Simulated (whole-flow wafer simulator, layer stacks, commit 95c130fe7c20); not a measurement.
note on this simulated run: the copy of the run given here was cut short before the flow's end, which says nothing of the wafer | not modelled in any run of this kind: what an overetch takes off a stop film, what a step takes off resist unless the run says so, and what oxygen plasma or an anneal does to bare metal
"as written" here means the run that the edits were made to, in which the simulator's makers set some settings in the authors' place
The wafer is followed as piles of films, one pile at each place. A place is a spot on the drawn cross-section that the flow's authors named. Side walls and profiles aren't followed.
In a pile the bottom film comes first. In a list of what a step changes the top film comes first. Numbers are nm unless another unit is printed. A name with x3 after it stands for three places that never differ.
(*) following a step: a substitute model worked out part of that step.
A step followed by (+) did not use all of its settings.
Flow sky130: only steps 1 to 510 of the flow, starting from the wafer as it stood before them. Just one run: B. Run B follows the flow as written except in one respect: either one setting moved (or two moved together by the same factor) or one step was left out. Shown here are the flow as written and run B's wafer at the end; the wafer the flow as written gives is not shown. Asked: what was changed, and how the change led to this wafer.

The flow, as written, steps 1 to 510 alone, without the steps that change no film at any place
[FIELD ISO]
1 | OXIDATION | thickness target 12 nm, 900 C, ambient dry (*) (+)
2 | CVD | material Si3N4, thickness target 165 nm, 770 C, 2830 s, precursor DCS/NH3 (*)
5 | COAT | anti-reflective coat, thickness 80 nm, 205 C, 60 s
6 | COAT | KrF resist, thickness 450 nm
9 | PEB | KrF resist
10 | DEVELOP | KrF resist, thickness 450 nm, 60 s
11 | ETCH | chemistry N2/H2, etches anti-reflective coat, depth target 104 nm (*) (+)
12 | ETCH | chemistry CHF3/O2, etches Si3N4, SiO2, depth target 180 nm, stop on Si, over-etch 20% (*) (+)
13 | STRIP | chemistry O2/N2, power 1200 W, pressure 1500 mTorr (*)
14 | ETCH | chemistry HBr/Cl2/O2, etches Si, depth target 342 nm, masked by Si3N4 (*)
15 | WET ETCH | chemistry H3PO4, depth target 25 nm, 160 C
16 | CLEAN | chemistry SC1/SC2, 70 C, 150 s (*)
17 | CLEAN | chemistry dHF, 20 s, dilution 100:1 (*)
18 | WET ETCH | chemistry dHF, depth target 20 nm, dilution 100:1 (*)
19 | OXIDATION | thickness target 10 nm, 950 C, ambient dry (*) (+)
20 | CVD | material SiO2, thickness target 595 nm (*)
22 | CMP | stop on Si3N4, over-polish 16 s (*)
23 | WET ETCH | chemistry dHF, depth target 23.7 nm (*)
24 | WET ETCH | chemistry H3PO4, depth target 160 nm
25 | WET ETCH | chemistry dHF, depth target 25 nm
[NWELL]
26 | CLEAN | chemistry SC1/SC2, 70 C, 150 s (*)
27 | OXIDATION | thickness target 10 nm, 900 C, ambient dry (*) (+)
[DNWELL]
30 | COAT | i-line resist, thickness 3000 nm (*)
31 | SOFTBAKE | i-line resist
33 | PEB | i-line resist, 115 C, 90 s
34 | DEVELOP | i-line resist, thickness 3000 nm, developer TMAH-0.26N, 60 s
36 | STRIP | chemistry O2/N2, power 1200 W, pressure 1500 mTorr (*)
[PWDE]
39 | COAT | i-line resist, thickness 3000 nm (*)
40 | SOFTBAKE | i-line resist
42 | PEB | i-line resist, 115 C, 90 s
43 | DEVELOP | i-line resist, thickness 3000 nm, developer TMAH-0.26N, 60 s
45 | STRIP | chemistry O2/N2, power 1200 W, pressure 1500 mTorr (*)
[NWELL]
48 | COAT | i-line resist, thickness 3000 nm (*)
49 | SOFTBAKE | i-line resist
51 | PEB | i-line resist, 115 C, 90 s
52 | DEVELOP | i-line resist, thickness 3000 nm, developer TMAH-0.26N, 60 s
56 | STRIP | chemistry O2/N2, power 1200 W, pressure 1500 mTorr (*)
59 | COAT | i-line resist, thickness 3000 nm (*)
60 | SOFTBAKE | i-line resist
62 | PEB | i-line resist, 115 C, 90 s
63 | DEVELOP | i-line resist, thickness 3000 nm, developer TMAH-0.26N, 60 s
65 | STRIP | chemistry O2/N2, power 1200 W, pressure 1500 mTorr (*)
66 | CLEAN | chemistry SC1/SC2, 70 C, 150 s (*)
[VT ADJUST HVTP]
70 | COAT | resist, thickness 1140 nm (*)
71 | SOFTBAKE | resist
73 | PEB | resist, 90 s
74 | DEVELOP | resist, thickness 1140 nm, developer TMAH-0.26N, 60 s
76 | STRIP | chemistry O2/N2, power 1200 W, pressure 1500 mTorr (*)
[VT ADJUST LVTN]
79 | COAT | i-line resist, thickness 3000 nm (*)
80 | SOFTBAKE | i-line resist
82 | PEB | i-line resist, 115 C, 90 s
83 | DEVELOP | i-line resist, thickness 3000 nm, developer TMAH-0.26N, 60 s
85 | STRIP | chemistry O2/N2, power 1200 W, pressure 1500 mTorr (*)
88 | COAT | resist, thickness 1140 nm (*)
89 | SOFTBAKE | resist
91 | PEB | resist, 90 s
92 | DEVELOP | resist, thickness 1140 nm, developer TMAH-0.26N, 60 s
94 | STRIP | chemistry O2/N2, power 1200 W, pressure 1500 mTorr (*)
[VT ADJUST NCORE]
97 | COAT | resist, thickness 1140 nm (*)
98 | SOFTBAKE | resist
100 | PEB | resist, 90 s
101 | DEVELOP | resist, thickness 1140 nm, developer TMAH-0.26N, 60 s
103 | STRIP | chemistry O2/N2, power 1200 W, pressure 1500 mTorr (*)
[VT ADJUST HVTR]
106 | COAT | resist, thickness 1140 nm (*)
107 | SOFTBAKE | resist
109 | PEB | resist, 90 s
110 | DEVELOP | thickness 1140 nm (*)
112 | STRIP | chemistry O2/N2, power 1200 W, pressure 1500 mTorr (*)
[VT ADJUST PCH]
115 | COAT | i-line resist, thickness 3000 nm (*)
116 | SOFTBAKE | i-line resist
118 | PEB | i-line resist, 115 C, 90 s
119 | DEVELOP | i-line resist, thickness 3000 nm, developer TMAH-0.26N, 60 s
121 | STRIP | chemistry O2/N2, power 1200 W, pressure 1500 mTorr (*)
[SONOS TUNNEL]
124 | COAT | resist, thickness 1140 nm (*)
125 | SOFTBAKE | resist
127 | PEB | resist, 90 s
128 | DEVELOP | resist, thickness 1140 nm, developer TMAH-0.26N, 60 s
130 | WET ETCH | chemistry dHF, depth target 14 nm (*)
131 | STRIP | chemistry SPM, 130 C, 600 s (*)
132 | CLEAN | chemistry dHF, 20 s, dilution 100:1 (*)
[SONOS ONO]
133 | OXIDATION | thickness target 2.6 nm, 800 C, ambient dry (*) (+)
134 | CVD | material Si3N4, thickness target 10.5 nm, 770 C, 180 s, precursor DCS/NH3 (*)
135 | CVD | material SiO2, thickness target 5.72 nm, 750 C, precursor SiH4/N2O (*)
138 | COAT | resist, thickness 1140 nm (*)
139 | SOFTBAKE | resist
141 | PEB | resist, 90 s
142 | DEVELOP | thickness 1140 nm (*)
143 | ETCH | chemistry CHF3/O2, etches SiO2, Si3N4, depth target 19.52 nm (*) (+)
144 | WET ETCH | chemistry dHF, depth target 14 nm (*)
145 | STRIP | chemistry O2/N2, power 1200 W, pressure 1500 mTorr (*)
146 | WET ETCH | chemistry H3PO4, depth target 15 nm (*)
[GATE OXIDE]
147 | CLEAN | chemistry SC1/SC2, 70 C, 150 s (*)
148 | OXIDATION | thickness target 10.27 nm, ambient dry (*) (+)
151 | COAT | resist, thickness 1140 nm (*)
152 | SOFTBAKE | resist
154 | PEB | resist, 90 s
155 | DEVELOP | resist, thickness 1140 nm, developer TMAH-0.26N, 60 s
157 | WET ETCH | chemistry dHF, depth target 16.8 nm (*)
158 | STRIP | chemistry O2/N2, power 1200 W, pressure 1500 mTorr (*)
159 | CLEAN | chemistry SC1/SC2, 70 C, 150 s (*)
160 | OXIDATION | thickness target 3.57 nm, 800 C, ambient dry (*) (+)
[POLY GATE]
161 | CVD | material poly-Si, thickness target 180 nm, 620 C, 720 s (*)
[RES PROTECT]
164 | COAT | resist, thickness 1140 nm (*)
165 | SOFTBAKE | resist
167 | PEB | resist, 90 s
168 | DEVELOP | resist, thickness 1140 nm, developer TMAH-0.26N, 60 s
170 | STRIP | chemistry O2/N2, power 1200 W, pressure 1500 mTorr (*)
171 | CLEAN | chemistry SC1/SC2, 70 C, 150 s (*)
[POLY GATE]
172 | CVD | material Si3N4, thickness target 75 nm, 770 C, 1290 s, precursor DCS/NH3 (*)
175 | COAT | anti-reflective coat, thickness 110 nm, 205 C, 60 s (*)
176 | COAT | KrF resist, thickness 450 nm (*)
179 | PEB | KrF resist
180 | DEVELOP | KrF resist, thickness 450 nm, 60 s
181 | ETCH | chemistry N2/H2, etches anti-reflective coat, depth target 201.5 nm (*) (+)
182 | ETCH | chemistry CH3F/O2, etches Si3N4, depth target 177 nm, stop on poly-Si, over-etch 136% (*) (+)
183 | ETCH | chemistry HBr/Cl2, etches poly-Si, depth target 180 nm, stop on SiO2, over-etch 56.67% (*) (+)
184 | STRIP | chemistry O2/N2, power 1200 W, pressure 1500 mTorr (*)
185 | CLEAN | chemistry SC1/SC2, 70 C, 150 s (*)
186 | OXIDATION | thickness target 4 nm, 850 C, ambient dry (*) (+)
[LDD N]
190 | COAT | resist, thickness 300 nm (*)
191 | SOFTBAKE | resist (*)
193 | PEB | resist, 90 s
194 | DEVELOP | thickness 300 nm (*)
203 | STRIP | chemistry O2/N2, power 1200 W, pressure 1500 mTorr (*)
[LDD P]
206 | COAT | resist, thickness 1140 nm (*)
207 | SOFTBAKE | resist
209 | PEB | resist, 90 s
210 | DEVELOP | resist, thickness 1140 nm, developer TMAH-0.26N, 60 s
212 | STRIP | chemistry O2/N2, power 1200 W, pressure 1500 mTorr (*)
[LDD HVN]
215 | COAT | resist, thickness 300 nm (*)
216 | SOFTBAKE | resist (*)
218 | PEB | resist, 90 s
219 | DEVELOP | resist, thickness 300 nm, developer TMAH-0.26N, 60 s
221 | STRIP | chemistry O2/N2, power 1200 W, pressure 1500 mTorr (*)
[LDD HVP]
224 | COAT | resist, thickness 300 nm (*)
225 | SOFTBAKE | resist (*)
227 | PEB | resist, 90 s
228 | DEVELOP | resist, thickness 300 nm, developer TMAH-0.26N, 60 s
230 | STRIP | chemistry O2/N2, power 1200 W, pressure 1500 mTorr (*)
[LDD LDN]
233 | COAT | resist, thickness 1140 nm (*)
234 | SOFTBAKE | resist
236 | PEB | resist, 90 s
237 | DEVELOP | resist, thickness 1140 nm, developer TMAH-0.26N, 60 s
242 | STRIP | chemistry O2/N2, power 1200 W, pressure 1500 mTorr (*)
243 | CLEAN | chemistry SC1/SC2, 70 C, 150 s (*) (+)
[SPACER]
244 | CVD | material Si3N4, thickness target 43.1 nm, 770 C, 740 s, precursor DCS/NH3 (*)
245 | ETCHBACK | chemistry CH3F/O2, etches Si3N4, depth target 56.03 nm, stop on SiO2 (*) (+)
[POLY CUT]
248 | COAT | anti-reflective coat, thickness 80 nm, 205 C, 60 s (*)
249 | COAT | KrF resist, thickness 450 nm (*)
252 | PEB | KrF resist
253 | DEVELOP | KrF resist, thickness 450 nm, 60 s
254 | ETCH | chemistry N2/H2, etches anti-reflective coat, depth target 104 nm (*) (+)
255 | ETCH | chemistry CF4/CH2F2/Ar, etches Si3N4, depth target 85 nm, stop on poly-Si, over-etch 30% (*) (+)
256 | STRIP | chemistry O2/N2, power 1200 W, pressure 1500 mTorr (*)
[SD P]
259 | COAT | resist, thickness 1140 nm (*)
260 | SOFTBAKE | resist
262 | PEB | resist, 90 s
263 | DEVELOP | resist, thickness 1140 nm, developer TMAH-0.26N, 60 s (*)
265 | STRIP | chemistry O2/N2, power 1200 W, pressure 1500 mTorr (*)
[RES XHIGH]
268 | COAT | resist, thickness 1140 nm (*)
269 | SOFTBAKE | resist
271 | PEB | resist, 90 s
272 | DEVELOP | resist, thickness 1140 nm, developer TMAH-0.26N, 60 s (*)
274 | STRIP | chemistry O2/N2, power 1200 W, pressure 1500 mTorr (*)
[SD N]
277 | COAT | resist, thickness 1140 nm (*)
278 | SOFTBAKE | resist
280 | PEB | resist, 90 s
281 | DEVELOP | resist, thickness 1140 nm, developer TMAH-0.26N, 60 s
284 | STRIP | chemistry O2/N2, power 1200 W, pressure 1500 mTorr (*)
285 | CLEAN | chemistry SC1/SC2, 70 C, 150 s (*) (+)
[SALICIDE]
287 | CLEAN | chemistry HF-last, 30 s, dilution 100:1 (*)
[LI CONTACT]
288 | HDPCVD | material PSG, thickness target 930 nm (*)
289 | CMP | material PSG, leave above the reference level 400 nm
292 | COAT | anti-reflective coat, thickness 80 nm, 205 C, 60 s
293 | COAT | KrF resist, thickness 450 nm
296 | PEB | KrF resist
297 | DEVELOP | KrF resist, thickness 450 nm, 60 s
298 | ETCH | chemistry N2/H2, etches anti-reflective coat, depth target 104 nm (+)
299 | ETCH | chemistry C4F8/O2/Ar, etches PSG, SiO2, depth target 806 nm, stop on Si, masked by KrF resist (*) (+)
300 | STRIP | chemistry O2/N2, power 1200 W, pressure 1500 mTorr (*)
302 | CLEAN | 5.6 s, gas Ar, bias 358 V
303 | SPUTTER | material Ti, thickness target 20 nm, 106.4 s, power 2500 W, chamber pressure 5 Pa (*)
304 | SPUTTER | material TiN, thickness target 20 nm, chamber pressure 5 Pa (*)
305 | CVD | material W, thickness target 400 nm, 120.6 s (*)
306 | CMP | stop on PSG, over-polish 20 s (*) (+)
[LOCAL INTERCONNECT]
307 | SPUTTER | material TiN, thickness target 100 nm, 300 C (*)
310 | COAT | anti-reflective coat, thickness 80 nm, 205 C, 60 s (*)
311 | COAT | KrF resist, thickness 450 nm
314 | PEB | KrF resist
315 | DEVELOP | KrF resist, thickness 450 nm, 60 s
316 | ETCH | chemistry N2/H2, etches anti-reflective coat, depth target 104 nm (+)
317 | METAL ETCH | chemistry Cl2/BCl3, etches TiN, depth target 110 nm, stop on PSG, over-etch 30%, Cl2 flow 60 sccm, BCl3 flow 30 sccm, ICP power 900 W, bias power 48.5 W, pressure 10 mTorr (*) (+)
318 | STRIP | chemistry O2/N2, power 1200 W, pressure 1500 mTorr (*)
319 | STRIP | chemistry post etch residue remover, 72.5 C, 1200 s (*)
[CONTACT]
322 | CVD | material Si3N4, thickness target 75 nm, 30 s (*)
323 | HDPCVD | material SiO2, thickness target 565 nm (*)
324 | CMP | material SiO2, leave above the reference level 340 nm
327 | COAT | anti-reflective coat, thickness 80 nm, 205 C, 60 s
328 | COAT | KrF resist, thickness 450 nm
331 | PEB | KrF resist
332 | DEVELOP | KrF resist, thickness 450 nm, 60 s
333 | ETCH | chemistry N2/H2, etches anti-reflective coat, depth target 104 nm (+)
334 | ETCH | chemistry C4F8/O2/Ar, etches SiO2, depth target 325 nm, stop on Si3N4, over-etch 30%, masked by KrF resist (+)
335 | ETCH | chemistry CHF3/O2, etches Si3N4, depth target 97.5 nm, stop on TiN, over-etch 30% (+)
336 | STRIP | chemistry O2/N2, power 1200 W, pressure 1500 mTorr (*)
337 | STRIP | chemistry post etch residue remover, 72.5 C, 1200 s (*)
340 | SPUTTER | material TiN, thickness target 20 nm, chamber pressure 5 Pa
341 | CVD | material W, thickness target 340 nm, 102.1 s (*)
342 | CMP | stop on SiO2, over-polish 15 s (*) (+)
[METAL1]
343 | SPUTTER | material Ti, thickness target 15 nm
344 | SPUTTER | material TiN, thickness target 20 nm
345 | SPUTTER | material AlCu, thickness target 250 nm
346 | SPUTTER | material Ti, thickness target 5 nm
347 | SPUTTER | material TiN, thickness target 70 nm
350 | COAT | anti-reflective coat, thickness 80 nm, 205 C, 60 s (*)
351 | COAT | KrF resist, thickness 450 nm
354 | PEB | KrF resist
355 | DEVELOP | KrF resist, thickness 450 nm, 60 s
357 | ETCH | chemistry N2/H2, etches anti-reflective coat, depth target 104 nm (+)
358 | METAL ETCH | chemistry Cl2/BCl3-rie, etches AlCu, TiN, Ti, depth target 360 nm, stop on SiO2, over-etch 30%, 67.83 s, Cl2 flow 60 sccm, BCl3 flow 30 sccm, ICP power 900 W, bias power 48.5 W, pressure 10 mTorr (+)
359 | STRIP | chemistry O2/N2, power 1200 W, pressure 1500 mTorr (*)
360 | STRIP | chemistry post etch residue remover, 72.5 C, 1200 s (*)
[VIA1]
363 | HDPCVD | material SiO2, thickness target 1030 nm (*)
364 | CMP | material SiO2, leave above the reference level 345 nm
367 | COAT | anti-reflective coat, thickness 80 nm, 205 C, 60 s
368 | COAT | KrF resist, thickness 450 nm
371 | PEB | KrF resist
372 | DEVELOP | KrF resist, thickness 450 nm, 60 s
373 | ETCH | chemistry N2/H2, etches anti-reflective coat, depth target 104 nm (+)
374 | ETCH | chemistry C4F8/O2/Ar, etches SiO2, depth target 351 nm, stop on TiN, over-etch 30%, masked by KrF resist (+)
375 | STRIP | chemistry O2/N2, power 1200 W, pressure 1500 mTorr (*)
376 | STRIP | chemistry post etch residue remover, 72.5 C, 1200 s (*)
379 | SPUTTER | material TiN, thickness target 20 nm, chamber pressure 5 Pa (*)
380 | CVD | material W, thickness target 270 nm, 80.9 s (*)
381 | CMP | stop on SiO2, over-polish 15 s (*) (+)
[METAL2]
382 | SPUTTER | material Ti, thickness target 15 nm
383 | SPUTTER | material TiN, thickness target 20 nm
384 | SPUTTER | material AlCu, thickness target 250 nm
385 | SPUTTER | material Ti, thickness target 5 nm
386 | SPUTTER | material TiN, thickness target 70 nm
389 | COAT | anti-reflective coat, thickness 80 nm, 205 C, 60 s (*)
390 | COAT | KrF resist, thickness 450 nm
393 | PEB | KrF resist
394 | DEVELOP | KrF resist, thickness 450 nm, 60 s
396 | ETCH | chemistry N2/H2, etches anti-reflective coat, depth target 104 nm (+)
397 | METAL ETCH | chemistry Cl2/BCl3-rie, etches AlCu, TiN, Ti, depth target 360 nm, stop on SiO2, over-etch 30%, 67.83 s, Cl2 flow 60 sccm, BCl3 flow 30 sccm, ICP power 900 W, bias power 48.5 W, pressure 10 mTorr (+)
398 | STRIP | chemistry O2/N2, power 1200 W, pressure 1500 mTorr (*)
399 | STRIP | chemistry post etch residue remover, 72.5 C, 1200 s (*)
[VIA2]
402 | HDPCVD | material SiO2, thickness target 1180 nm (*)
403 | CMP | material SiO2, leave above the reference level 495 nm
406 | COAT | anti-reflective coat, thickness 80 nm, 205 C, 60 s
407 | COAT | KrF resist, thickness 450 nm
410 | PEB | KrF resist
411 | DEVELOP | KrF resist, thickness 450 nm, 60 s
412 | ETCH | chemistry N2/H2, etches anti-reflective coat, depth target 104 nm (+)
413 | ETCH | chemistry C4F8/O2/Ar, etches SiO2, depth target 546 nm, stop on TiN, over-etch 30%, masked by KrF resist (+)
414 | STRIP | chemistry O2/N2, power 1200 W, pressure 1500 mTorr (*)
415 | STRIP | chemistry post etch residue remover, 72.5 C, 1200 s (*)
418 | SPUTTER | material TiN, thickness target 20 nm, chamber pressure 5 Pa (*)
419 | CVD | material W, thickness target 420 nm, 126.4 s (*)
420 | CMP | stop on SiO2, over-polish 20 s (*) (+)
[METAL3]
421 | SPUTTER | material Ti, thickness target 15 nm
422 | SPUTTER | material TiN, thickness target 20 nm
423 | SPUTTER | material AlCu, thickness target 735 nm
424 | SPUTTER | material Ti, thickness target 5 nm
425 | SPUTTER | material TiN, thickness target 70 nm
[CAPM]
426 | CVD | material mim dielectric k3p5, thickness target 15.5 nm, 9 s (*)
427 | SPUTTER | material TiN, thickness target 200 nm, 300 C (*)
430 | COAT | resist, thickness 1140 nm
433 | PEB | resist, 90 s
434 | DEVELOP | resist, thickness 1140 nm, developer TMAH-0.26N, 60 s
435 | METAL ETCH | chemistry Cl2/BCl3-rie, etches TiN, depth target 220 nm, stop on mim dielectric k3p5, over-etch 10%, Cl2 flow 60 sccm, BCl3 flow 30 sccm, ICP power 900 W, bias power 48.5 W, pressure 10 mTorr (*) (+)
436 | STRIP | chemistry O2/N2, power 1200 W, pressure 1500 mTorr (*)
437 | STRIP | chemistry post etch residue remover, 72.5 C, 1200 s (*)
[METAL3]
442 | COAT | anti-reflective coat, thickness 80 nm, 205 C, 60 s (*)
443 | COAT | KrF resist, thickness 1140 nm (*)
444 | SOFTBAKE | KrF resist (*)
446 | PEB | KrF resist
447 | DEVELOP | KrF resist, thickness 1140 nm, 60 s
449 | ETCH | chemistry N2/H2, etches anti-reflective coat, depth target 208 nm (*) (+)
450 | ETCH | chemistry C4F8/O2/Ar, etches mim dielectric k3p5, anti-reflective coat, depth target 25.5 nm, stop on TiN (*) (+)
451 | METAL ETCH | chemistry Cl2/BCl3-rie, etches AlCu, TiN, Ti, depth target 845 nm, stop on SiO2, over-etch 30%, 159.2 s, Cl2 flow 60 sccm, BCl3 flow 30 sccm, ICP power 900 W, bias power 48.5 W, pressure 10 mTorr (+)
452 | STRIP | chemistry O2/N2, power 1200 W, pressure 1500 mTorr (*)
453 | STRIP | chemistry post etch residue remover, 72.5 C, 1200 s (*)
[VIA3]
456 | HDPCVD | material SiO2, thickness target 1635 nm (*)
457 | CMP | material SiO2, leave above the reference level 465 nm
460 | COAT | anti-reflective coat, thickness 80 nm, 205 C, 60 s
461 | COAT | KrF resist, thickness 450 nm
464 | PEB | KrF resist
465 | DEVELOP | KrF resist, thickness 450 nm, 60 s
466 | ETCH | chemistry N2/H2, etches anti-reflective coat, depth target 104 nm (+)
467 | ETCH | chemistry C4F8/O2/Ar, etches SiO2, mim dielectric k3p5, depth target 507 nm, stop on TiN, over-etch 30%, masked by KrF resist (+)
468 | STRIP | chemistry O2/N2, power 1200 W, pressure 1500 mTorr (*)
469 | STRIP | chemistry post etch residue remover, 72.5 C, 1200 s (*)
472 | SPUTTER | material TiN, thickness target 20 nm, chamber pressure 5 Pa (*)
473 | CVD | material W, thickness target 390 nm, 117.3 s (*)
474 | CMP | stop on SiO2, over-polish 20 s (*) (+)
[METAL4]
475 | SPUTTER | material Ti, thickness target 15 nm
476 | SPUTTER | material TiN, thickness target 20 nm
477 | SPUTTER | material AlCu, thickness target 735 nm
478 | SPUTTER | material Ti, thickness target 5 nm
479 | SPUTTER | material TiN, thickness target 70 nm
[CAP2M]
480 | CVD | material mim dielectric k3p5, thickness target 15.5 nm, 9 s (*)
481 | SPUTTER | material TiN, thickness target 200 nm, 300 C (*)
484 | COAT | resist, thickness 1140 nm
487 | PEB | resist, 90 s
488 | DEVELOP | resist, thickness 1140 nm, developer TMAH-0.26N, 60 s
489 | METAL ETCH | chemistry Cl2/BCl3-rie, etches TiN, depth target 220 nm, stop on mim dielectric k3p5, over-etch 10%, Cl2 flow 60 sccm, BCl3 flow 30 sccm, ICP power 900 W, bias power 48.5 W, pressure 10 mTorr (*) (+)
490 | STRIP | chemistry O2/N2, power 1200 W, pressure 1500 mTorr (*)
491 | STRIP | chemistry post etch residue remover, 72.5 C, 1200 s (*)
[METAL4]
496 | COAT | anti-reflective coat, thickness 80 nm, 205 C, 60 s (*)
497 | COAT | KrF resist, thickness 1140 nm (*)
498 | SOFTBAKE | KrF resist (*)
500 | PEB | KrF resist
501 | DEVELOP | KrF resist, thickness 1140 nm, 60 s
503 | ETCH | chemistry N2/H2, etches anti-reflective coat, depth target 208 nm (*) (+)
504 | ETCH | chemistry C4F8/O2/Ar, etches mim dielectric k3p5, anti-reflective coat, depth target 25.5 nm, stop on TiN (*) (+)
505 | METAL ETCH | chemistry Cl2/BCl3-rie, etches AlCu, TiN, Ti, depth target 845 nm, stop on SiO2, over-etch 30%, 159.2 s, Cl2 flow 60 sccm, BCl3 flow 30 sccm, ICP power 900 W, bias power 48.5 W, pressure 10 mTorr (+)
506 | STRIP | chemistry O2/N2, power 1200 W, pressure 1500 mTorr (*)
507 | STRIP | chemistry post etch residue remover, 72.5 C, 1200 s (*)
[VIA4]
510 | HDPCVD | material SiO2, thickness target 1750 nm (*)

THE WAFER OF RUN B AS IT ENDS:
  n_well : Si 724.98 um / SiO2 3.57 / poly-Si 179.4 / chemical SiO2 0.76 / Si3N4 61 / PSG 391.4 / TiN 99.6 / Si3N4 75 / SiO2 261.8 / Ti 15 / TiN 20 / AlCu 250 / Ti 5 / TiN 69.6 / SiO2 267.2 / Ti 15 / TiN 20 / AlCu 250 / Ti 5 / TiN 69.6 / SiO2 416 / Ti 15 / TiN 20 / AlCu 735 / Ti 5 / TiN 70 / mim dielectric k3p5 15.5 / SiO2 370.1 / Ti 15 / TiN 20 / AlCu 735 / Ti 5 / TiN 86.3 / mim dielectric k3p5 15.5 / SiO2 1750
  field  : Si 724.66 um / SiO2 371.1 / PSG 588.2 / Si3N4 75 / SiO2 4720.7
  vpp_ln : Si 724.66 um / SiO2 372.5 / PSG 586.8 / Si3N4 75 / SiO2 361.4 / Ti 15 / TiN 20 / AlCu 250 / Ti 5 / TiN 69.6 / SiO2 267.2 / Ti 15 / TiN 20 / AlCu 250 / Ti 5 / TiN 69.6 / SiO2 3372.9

What caused this: step 479, SPUTTER: thickness target 86.3 nm was run, while the flow as written has thickness target 70 nm.
One can read it off the wafer: n_well has TiN 86.3, and step 479 as written asks for 70 nm.

Step by step, how the change led to this:
  479 | SPUTTER | material TiN, thickness target 70 nm
      field, active, n_well and 189 more: TiN gains 86.3 (new film) (in the flow as written it would be: TiN gains 70 (new film))
  505 | METAL ETCH | chemistry Cl2/BCl3-rie, etches AlCu, TiN, Ti, depth target 845 nm, stop on SiO2, over-etch 30%, 159.2 s, Cl2 flow 60 sccm, BCl3 flow 30 sccm, ICP power 900 W, bias power 48.5 W, pressure 10 mTorr (+)
      field, active, gate and 70 more: TiN loses 86.3 (all of it), Ti loses 5 (all of it), AlCu loses 735 (all of it), TiN loses 20 (all of it), Ti loses 15 (all of it), SiO2 loses 23.7 (in the flow as written it would be: TiN loses 70 (all of it), Ti loses 5 (all of it), AlCu loses 735 (all of it), TiN loses 20 (all of it), Ti loses 15 (all of it), SiO2 loses 25.4)
      vpp_iso1, mim_edge_plate, m1_ln and 12 more: TiN loses 86.3 (all of it), Ti loses 5 (all of it), AlCu loses 735 (all of it), TiN loses 20 (all of it), Ti loses 15 (all of it), SiO2 loses 23.7 (in the flow as written it would be: TiN loses 70 (all of it), Ti loses 5 (all of it), AlCu loses 735 (all of it), TiN loses 20 (all of it), Ti loses 15 (all of it), SiO2 loses 25.3)
